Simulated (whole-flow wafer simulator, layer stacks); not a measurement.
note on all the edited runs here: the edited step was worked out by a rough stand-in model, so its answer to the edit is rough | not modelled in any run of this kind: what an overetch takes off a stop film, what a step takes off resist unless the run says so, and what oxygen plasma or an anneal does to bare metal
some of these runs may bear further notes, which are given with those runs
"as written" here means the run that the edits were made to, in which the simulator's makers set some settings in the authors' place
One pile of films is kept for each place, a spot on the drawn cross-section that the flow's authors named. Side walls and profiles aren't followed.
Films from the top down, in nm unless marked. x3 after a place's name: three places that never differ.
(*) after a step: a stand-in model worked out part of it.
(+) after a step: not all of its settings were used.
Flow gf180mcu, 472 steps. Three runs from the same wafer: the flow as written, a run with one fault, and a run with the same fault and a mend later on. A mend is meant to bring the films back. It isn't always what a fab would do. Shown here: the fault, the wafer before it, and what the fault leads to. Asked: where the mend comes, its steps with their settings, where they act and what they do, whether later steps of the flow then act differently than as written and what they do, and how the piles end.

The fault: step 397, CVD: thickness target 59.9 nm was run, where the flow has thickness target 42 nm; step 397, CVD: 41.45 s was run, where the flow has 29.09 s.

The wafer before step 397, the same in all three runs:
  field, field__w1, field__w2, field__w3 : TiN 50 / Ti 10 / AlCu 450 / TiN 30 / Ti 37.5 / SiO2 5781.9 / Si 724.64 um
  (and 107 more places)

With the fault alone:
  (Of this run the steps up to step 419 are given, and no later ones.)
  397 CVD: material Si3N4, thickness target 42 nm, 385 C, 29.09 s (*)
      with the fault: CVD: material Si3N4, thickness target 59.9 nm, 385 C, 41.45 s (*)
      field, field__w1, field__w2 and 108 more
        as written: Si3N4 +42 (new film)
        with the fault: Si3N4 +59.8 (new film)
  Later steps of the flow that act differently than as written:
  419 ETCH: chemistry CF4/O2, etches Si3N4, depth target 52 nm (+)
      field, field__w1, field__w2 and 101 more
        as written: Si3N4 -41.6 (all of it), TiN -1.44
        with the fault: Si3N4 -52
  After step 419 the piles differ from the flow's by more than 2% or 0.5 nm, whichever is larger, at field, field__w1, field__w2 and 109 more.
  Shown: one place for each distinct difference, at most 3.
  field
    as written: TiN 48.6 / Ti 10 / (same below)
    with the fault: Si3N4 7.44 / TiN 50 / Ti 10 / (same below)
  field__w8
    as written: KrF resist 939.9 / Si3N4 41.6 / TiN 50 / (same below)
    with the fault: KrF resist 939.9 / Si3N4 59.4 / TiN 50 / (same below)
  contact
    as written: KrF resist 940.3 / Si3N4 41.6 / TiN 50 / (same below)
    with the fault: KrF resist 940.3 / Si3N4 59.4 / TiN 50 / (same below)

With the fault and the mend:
  The mend comes after step 397.
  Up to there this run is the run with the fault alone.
  397a WET ETCH: chemistry H3PO4, depth target 17.9 nm, 160 C (the flow's step 14 once more, with other settings)
      field, field__w1, field__w2 and 108 more
        Si3N4 -17.9
  No later step of the flow acts differently than as written, at any place that is followed, by more than 2% or 0.5 nm, whichever is larger.
  At the end the piles differ from the flow's only slightly at the places that both follow, by at most 2% or 0.5 nm, whichever is larger.
